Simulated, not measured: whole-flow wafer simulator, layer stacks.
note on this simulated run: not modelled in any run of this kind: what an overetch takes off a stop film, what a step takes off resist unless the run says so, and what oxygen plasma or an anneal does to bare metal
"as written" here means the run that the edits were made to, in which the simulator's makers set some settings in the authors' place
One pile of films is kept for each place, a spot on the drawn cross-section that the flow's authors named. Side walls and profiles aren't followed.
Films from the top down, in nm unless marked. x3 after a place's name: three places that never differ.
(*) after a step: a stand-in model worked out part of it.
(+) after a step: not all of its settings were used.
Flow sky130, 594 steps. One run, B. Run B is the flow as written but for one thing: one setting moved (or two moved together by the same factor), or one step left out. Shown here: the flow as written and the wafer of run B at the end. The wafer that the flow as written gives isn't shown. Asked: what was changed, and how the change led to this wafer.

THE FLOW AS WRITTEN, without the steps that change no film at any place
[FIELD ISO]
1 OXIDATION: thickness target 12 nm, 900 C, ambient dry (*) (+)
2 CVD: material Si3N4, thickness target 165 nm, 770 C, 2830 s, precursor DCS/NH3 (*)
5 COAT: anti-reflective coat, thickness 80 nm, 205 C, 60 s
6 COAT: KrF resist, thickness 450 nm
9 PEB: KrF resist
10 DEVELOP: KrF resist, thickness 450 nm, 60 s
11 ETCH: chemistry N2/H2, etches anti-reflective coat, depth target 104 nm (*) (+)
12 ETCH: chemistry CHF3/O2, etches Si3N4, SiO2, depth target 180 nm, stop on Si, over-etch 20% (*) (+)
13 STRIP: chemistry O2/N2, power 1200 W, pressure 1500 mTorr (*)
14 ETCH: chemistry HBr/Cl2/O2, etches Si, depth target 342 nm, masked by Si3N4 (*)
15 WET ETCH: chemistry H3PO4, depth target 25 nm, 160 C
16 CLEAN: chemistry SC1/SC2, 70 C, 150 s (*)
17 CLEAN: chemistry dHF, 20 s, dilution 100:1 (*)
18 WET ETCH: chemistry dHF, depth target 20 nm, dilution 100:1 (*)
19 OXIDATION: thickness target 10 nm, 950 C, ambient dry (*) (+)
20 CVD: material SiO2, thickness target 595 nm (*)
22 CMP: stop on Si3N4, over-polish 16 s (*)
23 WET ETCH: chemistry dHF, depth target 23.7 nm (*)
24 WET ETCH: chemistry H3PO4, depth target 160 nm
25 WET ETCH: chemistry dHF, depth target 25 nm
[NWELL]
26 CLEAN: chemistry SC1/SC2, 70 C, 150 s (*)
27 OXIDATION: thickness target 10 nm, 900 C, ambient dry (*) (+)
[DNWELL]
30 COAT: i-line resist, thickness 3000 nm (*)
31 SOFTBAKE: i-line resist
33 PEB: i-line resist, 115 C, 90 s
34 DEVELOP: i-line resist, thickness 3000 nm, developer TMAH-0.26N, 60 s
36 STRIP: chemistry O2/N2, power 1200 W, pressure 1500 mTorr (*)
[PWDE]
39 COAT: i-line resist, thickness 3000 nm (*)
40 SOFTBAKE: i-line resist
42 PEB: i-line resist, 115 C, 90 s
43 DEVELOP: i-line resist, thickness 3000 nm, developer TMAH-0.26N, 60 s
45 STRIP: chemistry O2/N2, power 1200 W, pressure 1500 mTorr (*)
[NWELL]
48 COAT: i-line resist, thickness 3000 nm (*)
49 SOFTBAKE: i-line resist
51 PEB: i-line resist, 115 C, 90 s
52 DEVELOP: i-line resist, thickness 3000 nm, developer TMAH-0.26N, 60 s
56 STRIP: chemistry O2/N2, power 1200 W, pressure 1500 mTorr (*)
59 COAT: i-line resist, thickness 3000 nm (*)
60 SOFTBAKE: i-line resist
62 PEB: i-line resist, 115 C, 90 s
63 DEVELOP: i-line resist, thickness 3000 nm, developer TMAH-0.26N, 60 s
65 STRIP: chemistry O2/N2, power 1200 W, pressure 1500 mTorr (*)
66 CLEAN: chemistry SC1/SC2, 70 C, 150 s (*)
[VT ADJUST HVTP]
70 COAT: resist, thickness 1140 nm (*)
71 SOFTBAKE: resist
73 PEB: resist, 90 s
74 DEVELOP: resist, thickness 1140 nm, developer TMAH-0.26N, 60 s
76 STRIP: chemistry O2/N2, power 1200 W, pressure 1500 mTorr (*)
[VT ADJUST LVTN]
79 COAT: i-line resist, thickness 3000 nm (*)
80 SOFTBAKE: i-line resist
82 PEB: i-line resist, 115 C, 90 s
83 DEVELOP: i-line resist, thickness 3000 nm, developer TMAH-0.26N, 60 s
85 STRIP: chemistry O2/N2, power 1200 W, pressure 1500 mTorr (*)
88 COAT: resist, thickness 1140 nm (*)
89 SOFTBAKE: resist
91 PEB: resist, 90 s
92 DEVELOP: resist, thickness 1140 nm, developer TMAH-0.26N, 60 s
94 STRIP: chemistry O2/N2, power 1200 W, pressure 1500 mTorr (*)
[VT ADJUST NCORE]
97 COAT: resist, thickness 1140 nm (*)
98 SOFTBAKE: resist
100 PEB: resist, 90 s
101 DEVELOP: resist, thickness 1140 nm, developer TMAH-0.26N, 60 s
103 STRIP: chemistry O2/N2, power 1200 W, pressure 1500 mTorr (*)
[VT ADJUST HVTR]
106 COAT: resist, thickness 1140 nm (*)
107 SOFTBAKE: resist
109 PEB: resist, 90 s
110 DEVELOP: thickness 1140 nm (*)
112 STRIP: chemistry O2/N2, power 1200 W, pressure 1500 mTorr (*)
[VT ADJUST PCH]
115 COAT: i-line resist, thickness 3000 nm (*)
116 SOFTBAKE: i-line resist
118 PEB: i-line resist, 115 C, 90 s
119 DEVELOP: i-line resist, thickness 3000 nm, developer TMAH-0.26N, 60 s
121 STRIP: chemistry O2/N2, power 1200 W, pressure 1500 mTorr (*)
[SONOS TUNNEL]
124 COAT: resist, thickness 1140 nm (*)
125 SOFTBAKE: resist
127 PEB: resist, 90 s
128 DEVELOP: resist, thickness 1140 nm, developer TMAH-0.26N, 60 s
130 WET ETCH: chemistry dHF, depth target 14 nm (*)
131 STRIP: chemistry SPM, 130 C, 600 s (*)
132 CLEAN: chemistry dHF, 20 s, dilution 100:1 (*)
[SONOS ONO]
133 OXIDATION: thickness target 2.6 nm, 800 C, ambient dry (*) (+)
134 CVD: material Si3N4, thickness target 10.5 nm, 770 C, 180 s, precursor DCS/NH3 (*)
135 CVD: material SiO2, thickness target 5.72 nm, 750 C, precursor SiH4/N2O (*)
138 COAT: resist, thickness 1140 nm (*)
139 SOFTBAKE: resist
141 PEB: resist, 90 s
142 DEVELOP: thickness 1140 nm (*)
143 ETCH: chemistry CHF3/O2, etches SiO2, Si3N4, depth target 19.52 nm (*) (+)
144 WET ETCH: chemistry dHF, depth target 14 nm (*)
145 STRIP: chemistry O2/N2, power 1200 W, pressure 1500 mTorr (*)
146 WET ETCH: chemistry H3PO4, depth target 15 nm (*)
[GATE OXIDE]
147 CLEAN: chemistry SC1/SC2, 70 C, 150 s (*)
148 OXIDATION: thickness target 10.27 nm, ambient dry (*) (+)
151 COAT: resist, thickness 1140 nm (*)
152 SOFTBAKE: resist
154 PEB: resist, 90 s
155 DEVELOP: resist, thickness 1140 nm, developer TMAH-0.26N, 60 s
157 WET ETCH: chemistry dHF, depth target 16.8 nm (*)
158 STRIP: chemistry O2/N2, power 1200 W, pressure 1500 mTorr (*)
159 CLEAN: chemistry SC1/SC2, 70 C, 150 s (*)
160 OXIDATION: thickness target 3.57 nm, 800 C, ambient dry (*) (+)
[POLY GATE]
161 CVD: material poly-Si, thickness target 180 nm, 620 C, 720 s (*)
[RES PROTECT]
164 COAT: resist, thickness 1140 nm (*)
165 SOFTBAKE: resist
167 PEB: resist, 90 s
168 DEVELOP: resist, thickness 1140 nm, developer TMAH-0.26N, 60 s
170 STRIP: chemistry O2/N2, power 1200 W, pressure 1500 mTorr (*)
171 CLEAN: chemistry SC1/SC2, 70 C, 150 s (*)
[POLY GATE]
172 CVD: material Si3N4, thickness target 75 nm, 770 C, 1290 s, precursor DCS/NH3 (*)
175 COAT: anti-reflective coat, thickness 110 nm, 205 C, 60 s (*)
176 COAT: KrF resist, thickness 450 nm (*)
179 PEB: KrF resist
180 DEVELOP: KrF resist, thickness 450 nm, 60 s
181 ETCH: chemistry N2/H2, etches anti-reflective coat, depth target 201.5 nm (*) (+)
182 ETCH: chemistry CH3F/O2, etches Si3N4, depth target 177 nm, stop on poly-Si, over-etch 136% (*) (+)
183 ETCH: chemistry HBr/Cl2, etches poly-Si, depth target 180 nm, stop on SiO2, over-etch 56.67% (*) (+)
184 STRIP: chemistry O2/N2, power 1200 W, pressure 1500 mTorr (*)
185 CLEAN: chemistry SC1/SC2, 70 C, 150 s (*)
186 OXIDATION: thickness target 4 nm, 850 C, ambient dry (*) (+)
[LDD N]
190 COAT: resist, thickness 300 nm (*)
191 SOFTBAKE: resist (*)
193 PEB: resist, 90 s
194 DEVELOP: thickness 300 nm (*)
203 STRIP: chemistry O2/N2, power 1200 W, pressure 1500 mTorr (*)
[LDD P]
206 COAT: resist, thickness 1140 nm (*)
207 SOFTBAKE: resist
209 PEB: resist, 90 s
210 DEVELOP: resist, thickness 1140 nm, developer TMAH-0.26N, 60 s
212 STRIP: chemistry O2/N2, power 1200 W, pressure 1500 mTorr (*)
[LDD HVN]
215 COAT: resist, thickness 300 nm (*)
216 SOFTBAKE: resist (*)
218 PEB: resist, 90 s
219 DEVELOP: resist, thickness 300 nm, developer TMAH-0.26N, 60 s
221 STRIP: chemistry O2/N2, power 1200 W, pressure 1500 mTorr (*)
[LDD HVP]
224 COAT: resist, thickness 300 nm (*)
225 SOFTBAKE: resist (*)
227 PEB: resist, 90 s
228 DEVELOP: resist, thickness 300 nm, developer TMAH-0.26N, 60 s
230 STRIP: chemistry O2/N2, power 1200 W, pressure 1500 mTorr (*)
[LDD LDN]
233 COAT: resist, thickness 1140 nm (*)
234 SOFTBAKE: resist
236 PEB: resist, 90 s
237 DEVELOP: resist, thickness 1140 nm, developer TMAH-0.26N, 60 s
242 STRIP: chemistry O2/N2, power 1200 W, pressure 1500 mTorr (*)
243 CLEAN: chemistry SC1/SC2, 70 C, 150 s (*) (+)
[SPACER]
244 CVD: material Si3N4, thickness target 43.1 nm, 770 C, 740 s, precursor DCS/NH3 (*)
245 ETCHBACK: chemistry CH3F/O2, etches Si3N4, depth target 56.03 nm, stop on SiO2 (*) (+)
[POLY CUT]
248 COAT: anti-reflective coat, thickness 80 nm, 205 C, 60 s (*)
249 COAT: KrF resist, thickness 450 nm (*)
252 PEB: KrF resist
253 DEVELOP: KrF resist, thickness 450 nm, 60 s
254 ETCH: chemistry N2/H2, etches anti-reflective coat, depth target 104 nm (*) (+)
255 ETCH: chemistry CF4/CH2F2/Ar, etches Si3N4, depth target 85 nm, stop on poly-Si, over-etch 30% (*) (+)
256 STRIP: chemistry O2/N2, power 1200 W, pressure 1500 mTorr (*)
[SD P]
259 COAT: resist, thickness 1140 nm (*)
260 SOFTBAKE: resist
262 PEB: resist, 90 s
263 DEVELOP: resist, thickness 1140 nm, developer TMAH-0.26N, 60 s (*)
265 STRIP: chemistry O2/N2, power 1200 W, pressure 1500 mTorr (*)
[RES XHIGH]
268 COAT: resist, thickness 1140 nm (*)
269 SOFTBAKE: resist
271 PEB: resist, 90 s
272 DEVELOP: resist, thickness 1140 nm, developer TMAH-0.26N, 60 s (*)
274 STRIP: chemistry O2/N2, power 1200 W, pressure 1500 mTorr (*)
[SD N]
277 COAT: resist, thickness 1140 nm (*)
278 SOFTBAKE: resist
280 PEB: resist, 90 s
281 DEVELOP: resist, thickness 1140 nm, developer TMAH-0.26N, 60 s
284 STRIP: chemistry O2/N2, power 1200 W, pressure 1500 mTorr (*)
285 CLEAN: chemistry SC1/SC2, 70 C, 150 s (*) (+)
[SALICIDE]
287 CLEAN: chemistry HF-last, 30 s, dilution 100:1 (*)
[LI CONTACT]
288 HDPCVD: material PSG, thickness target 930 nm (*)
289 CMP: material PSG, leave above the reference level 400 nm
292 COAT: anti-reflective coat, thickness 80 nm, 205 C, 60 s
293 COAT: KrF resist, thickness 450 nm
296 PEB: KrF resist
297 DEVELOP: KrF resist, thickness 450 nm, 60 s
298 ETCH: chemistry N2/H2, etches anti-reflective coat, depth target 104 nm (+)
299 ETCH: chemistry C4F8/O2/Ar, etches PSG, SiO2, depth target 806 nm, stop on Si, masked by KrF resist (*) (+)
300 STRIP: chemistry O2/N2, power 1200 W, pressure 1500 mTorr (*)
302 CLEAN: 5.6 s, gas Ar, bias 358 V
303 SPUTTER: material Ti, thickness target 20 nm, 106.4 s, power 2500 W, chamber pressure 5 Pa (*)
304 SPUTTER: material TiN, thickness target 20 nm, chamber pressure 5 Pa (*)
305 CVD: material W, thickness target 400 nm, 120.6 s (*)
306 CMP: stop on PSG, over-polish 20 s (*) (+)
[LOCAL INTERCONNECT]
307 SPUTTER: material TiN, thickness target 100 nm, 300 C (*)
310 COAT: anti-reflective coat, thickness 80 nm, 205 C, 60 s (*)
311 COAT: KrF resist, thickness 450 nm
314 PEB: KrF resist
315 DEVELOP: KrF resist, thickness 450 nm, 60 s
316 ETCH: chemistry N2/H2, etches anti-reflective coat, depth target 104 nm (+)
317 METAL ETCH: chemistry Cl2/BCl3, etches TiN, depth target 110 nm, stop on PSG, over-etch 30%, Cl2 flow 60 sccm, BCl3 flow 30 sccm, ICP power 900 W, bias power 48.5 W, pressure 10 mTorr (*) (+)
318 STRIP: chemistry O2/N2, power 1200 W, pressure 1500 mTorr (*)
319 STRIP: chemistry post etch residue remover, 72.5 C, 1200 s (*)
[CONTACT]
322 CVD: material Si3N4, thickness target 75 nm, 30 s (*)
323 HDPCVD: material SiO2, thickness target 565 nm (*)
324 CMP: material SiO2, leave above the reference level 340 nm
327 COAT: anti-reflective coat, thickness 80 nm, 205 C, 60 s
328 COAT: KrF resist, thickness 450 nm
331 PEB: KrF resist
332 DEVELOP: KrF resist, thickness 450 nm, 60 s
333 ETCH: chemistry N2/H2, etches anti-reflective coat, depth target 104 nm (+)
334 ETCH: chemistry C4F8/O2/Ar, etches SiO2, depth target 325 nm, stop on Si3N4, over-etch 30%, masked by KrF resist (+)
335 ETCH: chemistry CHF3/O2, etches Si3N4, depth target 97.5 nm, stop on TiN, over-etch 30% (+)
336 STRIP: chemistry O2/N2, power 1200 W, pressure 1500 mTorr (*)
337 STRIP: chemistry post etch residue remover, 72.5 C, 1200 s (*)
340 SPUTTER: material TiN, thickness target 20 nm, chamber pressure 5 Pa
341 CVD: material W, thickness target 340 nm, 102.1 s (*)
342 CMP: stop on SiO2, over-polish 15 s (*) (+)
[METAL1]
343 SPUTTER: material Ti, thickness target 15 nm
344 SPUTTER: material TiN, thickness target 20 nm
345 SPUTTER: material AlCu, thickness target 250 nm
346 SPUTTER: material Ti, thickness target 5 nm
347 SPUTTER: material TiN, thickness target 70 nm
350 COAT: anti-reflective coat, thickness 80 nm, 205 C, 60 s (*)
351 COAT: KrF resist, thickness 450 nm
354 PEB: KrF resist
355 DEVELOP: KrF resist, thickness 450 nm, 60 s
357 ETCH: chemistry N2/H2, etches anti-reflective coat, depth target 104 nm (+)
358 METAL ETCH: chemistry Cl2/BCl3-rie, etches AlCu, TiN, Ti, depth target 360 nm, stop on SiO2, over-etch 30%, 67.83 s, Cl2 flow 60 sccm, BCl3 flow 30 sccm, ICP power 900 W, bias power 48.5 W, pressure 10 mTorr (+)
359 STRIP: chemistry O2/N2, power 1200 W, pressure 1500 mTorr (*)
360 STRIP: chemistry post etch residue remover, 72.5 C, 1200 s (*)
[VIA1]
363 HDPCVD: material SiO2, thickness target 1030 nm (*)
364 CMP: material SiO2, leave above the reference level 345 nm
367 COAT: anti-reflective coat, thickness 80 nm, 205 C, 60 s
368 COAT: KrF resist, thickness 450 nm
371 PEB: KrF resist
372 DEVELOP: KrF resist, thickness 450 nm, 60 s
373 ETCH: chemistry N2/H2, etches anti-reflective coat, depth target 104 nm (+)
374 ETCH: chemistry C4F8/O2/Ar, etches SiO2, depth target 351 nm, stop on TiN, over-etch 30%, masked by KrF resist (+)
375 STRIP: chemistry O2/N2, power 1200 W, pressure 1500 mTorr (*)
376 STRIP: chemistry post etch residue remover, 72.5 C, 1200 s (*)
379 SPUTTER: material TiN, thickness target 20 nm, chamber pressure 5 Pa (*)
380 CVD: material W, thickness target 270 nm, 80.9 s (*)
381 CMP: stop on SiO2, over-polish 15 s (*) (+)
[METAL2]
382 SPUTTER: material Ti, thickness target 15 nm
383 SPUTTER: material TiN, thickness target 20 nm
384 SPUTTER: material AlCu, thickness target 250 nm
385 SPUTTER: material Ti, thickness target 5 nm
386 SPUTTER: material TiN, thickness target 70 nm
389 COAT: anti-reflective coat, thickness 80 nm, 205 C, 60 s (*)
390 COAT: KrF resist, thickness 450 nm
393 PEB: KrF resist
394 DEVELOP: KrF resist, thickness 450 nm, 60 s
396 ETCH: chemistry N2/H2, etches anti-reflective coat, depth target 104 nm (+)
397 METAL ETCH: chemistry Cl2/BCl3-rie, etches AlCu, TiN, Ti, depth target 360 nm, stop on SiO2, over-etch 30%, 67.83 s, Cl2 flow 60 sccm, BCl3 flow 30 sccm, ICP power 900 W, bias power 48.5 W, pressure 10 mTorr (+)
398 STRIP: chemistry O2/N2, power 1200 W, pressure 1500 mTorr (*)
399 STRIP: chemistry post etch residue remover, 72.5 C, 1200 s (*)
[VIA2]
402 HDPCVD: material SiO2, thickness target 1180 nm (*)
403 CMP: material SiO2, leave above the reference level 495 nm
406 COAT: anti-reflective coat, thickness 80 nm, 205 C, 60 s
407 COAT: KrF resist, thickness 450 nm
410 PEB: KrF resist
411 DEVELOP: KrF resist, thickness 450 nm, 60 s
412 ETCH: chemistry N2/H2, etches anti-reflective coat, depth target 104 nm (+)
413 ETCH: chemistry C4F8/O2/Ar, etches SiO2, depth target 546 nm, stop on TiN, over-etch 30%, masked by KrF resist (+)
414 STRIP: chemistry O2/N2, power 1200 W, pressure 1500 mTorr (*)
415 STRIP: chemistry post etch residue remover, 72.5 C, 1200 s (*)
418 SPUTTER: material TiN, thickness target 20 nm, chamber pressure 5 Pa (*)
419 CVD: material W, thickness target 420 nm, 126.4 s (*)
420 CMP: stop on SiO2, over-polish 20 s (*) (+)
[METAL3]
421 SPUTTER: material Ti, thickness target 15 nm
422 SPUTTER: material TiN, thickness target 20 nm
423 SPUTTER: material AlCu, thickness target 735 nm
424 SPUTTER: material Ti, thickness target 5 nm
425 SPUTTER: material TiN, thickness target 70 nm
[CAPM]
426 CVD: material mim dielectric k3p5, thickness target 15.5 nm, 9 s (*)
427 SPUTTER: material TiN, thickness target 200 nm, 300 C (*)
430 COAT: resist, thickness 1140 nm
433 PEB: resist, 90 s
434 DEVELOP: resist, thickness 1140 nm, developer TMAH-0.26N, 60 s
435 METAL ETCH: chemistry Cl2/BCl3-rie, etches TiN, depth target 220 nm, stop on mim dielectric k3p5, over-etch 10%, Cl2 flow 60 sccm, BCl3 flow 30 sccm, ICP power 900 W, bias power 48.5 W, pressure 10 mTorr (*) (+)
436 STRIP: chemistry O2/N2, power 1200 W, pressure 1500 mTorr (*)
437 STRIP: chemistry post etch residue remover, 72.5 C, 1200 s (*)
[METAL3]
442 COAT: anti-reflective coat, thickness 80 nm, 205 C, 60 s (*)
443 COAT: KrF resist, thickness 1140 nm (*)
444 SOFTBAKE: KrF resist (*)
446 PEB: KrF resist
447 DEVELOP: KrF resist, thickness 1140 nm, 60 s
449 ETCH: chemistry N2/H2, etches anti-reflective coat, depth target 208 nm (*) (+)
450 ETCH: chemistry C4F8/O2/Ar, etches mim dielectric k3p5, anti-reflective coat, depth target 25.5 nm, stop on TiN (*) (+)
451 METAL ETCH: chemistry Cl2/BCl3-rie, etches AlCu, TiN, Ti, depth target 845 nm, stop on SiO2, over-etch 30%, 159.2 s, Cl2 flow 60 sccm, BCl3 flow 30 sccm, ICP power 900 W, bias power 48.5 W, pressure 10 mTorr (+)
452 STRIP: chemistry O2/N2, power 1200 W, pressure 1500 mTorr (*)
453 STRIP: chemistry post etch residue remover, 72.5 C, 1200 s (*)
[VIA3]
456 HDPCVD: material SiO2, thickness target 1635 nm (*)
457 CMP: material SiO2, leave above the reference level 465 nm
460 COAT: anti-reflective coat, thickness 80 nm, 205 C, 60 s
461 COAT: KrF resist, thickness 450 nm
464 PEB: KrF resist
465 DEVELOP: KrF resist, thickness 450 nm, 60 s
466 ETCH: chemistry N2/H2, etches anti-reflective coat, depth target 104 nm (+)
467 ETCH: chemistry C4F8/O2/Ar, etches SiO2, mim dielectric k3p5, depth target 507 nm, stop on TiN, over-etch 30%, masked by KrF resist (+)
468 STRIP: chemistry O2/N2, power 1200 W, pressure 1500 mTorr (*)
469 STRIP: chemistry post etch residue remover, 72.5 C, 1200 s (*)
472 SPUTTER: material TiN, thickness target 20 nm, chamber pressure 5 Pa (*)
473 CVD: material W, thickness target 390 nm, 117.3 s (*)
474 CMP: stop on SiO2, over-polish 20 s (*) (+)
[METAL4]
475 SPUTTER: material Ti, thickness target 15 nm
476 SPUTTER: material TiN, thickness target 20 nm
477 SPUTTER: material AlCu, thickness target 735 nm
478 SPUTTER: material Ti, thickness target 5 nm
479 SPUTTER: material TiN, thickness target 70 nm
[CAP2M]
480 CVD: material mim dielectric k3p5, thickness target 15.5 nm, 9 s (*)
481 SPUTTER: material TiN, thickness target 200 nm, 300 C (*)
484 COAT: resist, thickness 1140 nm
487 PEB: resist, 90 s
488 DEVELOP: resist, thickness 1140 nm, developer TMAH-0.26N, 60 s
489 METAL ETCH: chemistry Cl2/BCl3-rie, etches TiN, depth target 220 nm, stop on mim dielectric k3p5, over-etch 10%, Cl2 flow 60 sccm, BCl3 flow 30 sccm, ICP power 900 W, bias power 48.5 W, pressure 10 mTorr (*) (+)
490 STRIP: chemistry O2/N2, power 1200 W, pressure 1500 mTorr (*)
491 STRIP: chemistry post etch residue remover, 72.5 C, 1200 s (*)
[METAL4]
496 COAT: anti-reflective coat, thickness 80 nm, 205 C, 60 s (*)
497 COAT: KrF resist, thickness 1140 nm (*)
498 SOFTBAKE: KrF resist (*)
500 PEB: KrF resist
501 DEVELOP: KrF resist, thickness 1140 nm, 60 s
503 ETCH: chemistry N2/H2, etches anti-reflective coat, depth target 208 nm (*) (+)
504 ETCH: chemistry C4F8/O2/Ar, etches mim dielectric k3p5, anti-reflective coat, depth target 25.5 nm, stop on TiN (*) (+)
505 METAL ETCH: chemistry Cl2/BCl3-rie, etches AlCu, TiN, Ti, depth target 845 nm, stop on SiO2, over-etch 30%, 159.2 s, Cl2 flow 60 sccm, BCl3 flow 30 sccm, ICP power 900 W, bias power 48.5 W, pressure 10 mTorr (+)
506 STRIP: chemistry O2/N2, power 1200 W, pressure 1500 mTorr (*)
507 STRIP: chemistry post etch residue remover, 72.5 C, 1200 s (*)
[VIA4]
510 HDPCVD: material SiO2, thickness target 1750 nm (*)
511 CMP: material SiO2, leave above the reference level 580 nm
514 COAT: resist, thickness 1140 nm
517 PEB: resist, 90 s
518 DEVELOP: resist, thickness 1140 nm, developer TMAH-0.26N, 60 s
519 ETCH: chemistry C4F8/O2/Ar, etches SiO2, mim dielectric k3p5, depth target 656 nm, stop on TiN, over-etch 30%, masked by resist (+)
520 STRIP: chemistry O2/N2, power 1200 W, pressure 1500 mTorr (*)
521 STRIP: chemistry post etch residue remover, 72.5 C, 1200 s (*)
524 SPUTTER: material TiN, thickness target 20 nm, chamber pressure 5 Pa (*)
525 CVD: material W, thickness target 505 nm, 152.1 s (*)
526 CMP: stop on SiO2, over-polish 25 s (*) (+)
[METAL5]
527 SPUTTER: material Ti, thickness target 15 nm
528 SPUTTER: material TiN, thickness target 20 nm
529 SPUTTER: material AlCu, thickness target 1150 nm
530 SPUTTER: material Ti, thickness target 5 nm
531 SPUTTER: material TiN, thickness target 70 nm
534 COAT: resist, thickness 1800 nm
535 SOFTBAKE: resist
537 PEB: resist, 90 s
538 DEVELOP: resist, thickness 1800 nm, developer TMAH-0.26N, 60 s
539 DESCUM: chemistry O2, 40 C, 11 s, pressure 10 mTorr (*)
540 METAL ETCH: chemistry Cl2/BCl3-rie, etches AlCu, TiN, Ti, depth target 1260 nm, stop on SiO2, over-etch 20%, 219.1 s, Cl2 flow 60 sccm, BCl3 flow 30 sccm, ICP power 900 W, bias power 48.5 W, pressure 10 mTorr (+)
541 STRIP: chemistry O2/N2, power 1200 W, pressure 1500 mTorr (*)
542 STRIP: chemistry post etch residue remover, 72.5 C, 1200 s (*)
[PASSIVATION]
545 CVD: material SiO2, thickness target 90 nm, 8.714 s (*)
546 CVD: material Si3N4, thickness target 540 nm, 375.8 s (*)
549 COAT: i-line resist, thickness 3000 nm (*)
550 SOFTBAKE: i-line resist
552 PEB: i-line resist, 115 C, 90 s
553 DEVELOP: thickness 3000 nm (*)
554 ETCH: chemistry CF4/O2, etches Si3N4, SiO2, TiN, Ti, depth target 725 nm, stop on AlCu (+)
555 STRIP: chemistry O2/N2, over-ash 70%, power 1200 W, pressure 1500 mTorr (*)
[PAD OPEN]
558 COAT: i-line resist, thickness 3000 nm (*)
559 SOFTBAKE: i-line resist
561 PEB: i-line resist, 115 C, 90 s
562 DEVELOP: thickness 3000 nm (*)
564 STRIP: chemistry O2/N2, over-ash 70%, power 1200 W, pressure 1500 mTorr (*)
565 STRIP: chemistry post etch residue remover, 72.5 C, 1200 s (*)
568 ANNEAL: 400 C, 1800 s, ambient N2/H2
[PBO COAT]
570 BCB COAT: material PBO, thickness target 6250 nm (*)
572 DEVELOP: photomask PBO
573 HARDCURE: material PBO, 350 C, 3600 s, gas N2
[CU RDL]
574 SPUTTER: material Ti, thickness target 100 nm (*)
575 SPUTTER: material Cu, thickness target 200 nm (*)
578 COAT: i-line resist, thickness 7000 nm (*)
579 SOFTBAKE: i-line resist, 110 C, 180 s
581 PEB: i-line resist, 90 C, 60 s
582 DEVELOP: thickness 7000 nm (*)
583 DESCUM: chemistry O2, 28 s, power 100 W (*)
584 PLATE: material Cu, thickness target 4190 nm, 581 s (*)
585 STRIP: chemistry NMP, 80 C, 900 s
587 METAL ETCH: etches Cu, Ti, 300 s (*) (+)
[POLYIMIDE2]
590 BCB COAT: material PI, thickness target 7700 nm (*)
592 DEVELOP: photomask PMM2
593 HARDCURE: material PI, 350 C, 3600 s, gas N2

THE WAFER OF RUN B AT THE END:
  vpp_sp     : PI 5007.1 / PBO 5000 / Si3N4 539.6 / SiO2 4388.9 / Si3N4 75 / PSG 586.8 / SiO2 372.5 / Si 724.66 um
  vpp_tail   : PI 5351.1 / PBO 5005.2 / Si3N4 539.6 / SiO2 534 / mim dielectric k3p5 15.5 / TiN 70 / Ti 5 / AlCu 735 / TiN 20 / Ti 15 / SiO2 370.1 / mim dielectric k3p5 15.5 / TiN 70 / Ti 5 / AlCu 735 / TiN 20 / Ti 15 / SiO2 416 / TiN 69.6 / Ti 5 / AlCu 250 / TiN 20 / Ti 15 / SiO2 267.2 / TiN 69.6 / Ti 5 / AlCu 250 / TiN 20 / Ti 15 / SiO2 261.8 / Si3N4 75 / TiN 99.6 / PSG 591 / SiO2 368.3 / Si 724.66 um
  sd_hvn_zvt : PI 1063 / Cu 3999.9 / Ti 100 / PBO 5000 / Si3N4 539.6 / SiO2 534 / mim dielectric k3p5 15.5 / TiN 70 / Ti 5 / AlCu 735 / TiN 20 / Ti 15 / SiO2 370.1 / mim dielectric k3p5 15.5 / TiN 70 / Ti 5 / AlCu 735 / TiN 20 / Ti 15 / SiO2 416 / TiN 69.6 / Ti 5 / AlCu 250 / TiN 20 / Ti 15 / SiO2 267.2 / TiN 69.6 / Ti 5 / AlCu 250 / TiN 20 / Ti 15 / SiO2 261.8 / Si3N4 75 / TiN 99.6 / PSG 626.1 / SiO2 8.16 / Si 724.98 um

The cause: step 540, METAL ETCH: over-etch 31.8% was run, where the flow has over-etch 20%.

How the change led to this, step by step:
  540 METAL ETCH: chemistry Cl2/BCl3-rie, etches AlCu, TiN, Ti, depth target 1260 nm, stop on SiO2, over-etch 20%, 219.1 s, Cl2 flow 60 sccm, BCl3 flow 30 sccm, ICP power 900 W, bias power 48.5 W, pressure 10 mTorr (+)
      field, active, gate and 175 more: TiN -70 (all of it), Ti -5 (all of it), AlCu -1150 (all of it), TiN -20 (all of it), Ti -15 (all of it), SiO2 -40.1 (as written it would be: TiN -70 (all of it), Ti -5 (all of it), AlCu -1150 (all of it), TiN -20 (all of it), Ti -15 (all of it), SiO2 -25.2)
      n_well, p_well, sd_n and 12 more: resist -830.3 (as written it would be: resist -756)
  541 STRIP: chemistry O2/N2, power 1200 W, pressure 1500 mTorr (*)
      n_well, p_well, sd_n and 9 more: resist -852.1 (all of it) (as written it would be: resist -926.4 (all of it))
      m1: resist -854 (all of it) (as written it would be: resist -928.4 (all of it))
      (and at 2 more places)
  578 COAT: i-line resist, thickness 7000 nm (*)
      pad: i-line resist +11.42 um (new film) (as written it would be: i-line resist +11.43 um (new film))
  582 DEVELOP: thickness 7000 nm (*)
      pad: i-line resist -11.42 um (all of it) (as written it would be: i-line resist -11.43 um (all of it))
